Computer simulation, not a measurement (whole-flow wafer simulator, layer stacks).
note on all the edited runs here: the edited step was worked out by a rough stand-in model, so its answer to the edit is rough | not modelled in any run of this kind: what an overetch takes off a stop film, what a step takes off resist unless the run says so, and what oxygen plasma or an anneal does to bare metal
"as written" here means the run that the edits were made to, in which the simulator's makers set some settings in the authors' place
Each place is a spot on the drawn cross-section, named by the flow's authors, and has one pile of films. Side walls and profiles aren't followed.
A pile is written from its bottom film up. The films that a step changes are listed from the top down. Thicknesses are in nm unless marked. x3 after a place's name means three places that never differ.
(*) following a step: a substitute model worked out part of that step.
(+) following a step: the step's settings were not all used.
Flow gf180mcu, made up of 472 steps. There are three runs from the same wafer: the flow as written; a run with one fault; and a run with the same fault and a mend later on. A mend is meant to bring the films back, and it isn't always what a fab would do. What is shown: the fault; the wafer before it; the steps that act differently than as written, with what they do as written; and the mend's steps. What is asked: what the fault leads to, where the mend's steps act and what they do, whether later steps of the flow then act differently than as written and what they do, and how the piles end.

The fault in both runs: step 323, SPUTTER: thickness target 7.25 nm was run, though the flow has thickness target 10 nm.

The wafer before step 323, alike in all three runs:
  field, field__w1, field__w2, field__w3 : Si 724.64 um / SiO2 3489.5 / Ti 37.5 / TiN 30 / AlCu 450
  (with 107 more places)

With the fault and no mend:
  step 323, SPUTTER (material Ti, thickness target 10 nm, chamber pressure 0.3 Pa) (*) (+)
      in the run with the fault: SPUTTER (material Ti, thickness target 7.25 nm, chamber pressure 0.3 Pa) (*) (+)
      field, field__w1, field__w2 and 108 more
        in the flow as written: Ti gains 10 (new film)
        in the run with the fault: Ti gains 7.25 (new film)
  Later steps of the flow acting differently than as written (not shown: 5 more steps that differ only slightly, by at most 2% or 0.5 nm, whichever is larger):
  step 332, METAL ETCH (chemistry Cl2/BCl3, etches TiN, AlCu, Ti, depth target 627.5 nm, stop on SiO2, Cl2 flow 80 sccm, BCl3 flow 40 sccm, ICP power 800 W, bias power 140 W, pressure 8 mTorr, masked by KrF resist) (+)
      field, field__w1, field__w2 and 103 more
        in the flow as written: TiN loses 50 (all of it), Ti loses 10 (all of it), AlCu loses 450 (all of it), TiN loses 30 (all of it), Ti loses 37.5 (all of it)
        in the run with the fault: TiN loses 50 (all of it), Ti loses 7.25 (all of it), AlCu loses 450 (all of it), TiN loses 30 (all of it), Ti loses 37.5 (all of it)
  At field__w8, contact, m1, m1__w1, m1_nw, the piles at the end differ from the flow's by more than 2% or 0.5 nm, whichever is larger.
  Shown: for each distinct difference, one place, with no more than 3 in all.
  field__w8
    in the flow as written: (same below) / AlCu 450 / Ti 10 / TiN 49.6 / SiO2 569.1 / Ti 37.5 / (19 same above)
    in the run with the fault: (same below) / AlCu 450 / Ti 7.25 / TiN 49.6 / SiO2 571.9 / Ti 37.5 / (19 same above)
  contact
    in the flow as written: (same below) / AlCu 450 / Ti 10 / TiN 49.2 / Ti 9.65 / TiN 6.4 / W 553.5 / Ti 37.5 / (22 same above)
    in the run with the fault: (same below) / AlCu 450 / Ti 7.25 / TiN 49.2 / Ti 9.64 / TiN 6.39 / W 556.3 / Ti 37.5 / (22 same above)

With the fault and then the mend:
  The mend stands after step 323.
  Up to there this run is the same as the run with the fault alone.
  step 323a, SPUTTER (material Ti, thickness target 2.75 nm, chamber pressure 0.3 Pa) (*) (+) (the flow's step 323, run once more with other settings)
      field, field__w1, field__w2 and 108 more
        Ti gains 2.75
  Later steps of the flow that are run all act as written at every place that is followed.
  At every place that both follow, the piles at the end match the flow's.
